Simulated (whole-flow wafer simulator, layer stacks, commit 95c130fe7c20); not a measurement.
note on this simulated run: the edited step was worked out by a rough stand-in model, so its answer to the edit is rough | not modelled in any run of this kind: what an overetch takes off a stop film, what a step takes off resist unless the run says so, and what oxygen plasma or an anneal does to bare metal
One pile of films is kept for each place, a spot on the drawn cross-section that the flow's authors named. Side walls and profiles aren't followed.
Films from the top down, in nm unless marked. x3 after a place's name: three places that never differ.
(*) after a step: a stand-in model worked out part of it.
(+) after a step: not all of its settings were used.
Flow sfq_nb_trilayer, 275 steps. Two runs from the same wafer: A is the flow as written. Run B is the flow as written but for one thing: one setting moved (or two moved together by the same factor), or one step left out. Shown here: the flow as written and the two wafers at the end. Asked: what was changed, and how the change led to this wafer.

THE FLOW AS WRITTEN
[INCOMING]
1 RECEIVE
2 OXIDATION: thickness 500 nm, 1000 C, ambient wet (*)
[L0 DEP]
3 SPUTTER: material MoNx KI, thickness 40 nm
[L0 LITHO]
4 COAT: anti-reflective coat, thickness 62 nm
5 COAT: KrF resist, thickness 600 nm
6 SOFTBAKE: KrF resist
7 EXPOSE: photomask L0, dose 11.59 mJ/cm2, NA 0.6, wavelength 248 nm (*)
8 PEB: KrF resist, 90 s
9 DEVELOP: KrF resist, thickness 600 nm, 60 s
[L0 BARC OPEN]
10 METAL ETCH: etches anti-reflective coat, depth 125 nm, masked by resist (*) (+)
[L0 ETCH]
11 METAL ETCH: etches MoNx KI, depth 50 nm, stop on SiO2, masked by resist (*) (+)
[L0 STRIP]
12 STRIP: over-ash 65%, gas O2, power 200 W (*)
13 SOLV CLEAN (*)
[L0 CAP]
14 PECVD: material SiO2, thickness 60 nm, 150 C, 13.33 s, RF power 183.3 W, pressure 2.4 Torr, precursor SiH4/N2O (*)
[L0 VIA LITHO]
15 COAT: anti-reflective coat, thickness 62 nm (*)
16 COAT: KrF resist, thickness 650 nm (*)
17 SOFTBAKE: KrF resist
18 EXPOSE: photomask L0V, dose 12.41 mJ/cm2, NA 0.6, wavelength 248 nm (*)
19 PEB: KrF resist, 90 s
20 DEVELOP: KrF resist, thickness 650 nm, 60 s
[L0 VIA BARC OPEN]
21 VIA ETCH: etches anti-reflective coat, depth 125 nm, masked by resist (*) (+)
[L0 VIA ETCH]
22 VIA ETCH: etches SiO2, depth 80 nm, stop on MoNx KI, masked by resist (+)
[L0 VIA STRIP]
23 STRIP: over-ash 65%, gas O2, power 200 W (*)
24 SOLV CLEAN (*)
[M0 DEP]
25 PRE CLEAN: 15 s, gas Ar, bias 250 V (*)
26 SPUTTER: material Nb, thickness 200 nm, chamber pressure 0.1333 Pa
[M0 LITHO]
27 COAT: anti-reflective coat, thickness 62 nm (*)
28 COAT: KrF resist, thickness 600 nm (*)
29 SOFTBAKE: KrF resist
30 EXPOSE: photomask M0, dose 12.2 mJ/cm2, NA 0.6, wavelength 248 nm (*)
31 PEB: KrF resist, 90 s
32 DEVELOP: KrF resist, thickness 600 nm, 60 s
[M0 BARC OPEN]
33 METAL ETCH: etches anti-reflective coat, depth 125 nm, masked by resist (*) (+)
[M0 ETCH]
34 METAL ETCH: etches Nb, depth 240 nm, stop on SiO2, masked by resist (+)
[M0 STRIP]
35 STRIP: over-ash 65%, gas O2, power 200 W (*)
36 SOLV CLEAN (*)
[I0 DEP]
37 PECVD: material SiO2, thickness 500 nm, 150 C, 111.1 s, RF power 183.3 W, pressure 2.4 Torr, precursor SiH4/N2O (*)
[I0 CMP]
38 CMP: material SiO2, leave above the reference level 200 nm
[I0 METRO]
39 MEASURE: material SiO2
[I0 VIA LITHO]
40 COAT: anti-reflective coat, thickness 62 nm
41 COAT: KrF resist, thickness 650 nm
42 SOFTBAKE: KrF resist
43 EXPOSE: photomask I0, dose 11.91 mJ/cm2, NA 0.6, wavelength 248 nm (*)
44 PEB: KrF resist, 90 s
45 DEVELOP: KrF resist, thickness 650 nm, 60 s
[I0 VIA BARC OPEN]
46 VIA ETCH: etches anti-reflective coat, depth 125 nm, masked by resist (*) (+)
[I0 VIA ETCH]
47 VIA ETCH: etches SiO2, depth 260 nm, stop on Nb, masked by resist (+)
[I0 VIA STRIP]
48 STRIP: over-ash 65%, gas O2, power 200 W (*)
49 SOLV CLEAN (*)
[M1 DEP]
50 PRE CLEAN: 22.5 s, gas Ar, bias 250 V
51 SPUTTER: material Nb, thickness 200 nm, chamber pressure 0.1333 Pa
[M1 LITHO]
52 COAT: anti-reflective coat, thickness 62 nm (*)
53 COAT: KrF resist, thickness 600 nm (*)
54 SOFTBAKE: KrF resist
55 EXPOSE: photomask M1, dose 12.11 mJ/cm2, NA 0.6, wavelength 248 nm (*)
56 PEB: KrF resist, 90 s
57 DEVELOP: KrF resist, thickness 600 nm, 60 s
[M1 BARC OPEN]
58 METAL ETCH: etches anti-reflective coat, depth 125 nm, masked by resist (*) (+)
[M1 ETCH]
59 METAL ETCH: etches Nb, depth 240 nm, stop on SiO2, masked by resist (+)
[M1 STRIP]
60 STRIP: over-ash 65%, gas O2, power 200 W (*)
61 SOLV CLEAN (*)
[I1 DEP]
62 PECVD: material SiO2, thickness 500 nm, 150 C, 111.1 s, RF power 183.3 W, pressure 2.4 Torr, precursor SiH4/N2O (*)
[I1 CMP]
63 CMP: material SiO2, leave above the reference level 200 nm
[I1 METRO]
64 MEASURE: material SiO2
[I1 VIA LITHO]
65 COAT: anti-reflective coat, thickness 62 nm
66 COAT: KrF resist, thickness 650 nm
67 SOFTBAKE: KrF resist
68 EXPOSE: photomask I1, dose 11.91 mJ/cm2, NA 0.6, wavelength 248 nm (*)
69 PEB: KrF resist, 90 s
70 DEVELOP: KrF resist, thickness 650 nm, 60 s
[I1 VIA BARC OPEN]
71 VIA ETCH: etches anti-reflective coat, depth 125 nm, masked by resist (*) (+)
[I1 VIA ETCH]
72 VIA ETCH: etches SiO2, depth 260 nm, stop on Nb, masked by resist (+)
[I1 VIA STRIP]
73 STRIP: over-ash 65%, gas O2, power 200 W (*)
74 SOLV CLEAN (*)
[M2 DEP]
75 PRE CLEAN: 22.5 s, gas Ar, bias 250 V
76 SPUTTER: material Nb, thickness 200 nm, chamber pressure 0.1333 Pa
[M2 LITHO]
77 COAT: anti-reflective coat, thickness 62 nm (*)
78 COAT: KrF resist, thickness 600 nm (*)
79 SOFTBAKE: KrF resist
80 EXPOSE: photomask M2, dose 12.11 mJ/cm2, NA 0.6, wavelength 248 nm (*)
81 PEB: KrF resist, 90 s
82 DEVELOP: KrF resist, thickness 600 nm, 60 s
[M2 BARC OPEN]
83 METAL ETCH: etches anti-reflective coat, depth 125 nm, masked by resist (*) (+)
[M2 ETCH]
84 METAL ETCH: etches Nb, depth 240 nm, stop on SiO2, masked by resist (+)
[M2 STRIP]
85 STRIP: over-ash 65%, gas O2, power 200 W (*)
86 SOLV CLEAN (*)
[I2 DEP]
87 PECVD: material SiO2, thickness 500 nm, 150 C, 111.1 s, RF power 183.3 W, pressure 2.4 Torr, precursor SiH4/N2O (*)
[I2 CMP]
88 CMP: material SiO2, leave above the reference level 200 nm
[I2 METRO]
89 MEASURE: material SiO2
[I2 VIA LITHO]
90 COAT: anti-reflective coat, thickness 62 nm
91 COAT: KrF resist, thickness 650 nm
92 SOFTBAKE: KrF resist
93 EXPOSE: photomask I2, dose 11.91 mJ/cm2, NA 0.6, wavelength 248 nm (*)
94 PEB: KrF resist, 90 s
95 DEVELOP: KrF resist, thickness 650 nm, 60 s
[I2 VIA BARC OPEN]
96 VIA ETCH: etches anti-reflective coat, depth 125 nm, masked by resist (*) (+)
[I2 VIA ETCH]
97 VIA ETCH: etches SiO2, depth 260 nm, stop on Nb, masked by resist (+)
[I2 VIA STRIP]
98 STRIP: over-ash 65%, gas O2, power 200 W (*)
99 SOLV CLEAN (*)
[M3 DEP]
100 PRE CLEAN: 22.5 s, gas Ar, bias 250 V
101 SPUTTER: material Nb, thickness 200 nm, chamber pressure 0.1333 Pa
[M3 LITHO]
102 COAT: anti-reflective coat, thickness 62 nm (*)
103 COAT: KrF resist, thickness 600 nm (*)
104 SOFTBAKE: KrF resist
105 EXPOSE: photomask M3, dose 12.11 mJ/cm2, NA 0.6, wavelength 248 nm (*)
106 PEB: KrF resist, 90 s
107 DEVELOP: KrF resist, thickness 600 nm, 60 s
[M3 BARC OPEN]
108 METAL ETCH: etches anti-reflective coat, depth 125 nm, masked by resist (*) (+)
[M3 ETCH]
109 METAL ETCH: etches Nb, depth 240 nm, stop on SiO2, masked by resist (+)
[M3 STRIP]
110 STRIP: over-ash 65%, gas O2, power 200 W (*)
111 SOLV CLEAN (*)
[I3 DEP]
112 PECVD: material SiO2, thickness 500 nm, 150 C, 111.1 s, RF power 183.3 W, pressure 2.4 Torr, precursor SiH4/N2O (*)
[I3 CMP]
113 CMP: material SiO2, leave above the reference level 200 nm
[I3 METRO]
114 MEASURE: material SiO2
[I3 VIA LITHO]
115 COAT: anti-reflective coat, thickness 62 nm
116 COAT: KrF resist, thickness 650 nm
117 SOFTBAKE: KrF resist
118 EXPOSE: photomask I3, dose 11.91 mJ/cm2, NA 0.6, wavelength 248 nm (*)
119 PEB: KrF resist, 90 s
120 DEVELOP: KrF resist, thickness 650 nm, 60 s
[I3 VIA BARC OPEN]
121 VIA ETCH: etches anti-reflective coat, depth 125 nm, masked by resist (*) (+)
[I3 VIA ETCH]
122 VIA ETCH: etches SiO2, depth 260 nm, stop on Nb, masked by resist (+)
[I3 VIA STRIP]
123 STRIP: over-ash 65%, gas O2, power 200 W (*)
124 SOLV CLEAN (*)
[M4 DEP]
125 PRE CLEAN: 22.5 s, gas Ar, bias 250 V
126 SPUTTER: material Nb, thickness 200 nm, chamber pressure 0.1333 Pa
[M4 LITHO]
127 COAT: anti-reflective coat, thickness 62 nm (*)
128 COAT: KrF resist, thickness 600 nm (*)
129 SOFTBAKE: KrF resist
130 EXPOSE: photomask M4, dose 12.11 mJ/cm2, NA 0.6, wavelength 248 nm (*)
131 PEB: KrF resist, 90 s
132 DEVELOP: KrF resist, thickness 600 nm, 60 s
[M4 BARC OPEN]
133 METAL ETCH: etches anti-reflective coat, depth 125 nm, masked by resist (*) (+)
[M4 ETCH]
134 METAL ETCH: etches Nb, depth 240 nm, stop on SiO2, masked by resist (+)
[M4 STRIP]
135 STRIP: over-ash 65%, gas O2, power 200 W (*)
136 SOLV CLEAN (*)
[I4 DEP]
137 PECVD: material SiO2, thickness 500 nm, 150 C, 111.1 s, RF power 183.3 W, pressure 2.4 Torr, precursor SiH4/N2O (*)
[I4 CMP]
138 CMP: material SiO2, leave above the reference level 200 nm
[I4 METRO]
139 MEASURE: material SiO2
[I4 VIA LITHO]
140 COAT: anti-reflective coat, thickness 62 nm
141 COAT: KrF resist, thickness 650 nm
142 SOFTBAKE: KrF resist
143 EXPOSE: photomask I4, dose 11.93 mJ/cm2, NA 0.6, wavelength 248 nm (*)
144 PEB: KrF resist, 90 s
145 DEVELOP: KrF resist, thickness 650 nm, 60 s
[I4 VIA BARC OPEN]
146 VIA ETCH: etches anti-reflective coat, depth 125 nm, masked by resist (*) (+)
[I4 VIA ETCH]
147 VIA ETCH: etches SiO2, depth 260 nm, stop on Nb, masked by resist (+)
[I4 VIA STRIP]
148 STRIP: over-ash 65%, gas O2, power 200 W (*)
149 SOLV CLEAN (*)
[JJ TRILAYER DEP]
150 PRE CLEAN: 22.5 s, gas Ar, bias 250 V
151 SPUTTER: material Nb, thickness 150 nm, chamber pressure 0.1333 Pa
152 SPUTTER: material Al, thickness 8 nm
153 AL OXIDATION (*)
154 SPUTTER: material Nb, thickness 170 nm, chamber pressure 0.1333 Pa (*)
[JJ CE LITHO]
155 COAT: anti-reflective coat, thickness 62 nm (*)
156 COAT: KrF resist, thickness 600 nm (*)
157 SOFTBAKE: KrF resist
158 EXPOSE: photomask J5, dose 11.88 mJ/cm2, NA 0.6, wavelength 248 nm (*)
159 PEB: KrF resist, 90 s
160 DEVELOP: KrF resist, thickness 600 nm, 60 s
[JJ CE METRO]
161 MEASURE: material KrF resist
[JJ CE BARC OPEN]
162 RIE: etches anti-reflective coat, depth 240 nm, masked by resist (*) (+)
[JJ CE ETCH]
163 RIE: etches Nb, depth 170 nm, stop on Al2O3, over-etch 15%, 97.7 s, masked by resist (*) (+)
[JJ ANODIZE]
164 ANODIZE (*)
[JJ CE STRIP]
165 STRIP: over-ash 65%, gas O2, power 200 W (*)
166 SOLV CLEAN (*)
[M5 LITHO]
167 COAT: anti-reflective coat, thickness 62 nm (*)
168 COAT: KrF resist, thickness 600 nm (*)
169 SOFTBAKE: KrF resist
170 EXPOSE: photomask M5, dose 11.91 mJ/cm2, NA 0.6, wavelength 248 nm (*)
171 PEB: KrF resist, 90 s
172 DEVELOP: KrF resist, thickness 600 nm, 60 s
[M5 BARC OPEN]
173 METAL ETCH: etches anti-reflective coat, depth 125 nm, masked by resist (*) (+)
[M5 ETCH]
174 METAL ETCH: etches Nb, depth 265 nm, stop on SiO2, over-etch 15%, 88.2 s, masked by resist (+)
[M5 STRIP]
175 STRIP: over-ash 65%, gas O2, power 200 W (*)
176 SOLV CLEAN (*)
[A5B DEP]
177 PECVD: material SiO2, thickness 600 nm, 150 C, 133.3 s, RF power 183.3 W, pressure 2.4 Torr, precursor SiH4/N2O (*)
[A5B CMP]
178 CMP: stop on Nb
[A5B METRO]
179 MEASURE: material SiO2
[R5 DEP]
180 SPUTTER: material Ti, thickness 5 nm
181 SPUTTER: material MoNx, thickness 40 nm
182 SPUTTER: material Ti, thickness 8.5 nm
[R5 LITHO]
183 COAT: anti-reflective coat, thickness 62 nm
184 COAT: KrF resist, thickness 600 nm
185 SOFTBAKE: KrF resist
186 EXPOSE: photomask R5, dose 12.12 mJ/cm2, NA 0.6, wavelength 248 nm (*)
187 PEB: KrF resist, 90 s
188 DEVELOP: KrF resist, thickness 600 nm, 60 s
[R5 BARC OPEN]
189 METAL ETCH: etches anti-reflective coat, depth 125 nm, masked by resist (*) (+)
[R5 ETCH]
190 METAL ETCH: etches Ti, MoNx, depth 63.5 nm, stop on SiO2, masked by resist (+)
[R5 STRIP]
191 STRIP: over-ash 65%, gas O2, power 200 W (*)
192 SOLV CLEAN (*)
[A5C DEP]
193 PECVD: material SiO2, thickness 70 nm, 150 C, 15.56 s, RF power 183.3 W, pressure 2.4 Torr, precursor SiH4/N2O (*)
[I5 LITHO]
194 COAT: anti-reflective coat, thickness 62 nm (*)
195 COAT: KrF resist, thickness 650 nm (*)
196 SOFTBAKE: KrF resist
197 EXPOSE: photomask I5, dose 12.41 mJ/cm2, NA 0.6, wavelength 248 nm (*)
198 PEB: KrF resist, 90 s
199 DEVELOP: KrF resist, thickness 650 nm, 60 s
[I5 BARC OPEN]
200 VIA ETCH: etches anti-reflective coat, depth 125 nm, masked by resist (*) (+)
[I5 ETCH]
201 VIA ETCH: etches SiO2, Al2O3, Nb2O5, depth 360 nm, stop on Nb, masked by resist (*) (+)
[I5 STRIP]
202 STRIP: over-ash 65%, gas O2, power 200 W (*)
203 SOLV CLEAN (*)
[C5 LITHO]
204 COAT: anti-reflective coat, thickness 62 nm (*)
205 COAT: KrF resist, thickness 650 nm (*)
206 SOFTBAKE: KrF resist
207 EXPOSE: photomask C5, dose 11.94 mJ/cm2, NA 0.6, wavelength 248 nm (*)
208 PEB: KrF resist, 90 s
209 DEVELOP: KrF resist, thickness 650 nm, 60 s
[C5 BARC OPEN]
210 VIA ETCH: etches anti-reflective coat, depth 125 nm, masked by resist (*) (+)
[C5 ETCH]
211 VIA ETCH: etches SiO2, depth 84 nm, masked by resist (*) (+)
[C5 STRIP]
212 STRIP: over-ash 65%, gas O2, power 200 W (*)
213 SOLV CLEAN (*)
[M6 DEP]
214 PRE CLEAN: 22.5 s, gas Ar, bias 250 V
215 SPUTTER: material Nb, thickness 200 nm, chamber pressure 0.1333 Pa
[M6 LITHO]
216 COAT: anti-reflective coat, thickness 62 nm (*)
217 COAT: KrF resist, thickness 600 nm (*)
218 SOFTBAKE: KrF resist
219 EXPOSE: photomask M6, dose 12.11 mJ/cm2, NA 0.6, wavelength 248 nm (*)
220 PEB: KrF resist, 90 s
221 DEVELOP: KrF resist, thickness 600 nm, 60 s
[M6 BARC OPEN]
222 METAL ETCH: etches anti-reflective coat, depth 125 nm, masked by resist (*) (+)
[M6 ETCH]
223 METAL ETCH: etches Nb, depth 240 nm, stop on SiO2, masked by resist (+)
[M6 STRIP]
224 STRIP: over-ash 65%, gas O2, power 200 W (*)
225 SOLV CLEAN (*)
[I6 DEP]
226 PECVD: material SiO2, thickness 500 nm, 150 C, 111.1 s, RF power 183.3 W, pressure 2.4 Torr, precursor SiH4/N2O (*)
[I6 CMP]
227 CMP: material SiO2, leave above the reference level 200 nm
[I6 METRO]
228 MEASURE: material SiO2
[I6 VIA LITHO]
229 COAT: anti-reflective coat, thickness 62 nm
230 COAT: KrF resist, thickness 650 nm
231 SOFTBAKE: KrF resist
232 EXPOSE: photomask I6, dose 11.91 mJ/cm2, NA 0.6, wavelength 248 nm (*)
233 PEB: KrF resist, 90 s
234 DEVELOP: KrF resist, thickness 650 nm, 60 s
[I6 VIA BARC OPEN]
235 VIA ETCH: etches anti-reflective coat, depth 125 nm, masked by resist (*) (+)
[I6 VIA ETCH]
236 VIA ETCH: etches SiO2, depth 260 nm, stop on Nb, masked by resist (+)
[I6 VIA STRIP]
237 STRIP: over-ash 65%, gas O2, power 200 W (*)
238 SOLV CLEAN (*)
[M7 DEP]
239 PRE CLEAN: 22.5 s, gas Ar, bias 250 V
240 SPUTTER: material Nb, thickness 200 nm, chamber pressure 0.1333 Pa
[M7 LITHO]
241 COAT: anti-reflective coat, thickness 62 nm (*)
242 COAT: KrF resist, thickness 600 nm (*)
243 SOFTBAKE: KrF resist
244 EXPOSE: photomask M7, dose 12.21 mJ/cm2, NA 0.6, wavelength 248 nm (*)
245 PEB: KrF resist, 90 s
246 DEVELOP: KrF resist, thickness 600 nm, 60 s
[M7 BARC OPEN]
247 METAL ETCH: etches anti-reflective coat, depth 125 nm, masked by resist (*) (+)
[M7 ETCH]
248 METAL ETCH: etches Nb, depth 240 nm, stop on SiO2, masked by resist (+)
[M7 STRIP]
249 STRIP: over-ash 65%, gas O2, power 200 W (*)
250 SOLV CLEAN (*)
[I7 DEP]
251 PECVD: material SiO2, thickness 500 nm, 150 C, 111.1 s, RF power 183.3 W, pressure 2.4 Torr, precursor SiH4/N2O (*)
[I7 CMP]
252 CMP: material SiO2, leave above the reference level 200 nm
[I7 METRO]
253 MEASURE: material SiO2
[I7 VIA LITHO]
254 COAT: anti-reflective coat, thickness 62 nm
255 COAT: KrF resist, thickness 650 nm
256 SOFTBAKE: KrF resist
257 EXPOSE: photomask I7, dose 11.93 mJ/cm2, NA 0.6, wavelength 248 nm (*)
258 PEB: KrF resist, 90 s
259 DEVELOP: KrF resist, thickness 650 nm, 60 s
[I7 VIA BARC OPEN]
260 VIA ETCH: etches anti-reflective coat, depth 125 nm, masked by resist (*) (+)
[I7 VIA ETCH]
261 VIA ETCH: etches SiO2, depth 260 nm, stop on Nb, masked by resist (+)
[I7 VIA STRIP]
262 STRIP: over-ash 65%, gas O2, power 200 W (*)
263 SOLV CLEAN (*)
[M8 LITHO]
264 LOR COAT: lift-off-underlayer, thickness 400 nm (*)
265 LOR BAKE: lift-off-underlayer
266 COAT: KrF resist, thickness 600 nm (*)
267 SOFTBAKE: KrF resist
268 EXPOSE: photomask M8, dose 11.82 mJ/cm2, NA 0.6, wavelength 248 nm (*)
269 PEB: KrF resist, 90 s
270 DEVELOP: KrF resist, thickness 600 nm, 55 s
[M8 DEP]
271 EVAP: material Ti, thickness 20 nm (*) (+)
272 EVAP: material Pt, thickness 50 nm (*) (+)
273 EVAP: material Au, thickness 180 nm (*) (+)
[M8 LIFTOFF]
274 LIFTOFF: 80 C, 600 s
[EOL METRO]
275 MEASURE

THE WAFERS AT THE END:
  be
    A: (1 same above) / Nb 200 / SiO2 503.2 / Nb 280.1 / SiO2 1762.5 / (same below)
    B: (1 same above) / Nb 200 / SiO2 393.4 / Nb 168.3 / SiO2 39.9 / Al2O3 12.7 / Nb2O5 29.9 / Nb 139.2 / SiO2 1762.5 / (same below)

The cause: step 201, VIA ETCH: depth 169 nm was run, where the flow has depth 360 nm.

How the change led to this, step by step:
  201 VIA ETCH: etches SiO2, Al2O3, Nb2O5, depth 360 nm, stop on Nb, masked by resist (*) (+)
      be: A SiO2 -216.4 (all of it), Al2O3 -12.7 (all of it), Nb2O5 -29.9 (all of it) | B SiO2 -169
      field_l, v_sur, via_wl and 102 more: A KrF resist -240 | B KrF resist -112.7
  202 STRIP: over-ash 65%, gas O2, power 200 W (*)
      p4_fl, p4_fm, p4_w1 and 44 more: A KrF resist -333.1 (all of it), anti-reflective coat -62 (all of it) | B KrF resist -460.5 (all of it), anti-reflective coat -62 (all of it)
      wl_b_sl, wl_b_m5, wl_b_sr, wl_c_sl, wl_f_sl, wl_f_m6, wl_f_sr, wl_g_sl: A KrF resist -333 (all of it), anti-reflective coat -62 (all of it) | B KrF resist -460.3 (all of it), anti-reflective coat -62 (all of it)
      (and at 50 more places)
  204 COAT: anti-reflective coat, thickness 62 nm (*)
      wire: A anti-reflective coat +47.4 (new film) | B anti-reflective coat +50 (new film)
      be: A anti-reflective coat +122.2 (new film) | B anti-reflective coat +108.9 (new film)
      (and at 1 more place)
  205 COAT: KrF resist, thickness 650 nm (*)
      be: A KrF resist +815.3 (new film) | B KrF resist +750.9 (new film)
  212 STRIP: over-ash 65%, gas O2, power 200 W (*)
      wire: A KrF resist -555.8 (all of it), anti-reflective coat -47.4 (all of it) | B KrF resist -560.9 (all of it), anti-reflective coat -50 (all of it)
      be: A KrF resist -728.2 (all of it), anti-reflective coat -122.2 (all of it) | B KrF resist -663.8 (all of it), anti-reflective coat -108.9 (all of it)
      (and at 1 more place)
  214 PRE CLEAN: 22.5 s, gas Ar, bias 250 V
      be: A Nb -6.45 | B SiO2 -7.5
  215 SPUTTER: material Nb, thickness 200 nm, chamber pressure 0.1333 Pa
      be: A Nb +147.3 | B Nb +168.3 (new film)
  216 COAT: anti-reflective coat, thickness 62 nm (*)
      wire: A anti-reflective coat +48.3 (new film) | B anti-reflective coat +51.2 (new film)
      be: A anti-reflective coat +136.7 (new film) | B anti-reflective coat +119.8 (new film)
      (and at 1 more place)
  217 COAT: KrF resist, thickness 600 nm (*)
      be: A KrF resist +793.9 (new film) | B KrF resist +716.7 (new film)
  224 STRIP: over-ash 65%, gas O2, power 200 W (*)
      wire: A KrF resist -369.8 (all of it), anti-reflective coat -48.3 (all of it) | B KrF resist -376.5 (all of it), anti-reflective coat -51.2 (all of it)
      be: A KrF resist -575.8 (all of it), anti-reflective coat -136.7 (all of it) | B KrF resist -498.8 (all of it), anti-reflective coat -119.8 (all of it)
      (and at 1 more place)
  226 PECVD: material SiO2, thickness 500 nm, 150 C, 111.1 s, RF power 183.3 W, pressure 2.4 Torr, precursor SiH4/N2O (*)
      be: A SiO2 +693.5 (new film) | B SiO2 +583.6 (new film)
Counting metal films that touch as one body, be has 4 bodies (between them, from the top down: SiO2 393.4; SiO2 39.9 / Al2O3 12.7 / Nb2O5 29.9; SiO2 1762.5); the flow as written gives 3 bodies (between them, from the top down: SiO2 503.2; SiO2 1762.5).
